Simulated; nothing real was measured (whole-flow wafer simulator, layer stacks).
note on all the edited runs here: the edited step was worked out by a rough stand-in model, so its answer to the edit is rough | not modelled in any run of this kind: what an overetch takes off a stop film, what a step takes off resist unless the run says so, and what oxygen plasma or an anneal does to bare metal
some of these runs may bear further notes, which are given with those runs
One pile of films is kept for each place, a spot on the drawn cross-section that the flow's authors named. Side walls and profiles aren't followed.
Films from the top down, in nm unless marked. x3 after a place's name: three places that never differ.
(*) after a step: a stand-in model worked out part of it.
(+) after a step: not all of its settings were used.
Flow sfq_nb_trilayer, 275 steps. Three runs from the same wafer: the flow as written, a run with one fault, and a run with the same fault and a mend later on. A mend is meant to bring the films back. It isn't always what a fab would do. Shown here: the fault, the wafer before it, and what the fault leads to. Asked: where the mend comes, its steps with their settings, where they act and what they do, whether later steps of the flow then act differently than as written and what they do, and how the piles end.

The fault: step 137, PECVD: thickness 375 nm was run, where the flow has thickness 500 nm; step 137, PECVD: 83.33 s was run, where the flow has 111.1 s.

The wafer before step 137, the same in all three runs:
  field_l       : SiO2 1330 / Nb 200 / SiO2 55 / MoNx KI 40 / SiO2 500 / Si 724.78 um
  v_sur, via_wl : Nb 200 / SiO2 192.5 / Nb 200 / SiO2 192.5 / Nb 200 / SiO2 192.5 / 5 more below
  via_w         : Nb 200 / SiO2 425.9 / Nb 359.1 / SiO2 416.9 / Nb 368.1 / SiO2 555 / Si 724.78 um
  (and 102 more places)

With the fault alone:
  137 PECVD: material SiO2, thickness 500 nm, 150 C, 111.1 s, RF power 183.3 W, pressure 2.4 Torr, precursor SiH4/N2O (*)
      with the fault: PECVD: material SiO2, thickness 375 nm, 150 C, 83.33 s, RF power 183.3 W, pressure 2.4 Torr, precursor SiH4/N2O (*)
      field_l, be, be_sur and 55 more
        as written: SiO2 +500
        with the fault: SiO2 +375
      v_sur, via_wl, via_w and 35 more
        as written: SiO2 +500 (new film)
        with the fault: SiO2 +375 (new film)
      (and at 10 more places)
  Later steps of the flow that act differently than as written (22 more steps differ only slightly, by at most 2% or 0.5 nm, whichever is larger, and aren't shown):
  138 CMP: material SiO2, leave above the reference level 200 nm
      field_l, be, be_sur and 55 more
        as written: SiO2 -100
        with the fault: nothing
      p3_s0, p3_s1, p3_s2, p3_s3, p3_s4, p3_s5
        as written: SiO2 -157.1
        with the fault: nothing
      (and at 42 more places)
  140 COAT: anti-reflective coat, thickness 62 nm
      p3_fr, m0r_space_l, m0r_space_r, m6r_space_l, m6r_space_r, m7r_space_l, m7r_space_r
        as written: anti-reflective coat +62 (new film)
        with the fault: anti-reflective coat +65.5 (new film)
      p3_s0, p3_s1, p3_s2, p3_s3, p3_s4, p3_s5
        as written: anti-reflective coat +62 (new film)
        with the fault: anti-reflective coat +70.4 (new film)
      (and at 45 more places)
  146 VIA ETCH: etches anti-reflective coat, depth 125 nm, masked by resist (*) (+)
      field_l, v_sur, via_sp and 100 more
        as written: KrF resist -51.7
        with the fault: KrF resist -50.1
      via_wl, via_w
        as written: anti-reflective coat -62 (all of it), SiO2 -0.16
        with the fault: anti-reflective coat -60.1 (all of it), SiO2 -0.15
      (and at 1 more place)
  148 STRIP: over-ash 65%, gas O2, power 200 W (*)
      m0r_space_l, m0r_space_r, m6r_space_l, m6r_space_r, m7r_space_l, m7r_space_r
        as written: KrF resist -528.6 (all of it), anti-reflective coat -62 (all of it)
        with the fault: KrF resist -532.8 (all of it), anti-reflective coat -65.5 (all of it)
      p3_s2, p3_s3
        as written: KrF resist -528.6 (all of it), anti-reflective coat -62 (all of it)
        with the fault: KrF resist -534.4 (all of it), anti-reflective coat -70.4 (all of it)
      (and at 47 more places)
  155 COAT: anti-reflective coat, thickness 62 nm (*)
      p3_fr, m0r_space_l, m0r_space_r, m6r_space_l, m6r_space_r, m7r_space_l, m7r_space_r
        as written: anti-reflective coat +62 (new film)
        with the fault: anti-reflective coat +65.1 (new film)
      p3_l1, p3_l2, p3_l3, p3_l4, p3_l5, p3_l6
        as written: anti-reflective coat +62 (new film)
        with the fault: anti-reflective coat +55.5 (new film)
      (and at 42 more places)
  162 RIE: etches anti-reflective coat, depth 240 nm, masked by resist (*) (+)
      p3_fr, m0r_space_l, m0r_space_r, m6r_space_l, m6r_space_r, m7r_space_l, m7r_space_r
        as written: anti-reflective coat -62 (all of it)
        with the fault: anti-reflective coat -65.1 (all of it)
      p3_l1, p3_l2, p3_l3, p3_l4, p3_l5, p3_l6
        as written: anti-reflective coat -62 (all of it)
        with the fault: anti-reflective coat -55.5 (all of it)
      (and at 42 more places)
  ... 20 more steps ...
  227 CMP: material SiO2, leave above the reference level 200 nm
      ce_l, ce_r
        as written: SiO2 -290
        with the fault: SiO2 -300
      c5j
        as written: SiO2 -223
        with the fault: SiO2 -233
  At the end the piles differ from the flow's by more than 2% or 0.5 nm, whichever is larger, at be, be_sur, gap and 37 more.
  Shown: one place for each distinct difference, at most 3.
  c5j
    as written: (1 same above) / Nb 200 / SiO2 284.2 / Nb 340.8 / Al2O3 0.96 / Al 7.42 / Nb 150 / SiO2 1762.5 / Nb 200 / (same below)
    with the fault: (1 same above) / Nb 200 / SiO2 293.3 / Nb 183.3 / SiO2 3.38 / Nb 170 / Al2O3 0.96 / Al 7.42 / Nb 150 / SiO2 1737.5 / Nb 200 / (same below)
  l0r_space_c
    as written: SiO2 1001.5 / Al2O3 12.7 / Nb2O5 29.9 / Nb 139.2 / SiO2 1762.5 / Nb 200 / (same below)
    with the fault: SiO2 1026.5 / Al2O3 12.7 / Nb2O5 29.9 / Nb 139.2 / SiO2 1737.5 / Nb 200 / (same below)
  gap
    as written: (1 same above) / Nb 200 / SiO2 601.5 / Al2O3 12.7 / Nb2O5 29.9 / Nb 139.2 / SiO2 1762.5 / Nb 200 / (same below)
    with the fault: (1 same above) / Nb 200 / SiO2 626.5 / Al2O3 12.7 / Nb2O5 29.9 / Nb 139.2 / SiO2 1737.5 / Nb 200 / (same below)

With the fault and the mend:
  The mend comes after step 137.
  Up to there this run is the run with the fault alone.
  137a PECVD: material SiO2, thickness 125 nm, 150 C, 27.78 s, RF power 183.3 W, pressure 2.4 Torr, precursor SiH4/N2O (*) (the flow's step 137 once more, with other settings)
      field_l, v_sur, via_wl and 99 more
        SiO2 +125
      lsp_r, l0_sur, l0v
        SiO2 +123.1
      via_v
        SiO2 +119.5
  Later steps of the flow that act differently than as written:
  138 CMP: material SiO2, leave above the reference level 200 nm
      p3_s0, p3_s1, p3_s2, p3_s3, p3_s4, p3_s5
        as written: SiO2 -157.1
        with the mend: SiO2 -100
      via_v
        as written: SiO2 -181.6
        with the mend: SiO2 -128.3
  At the end the piles are the same as the flow's at every place that both follow.
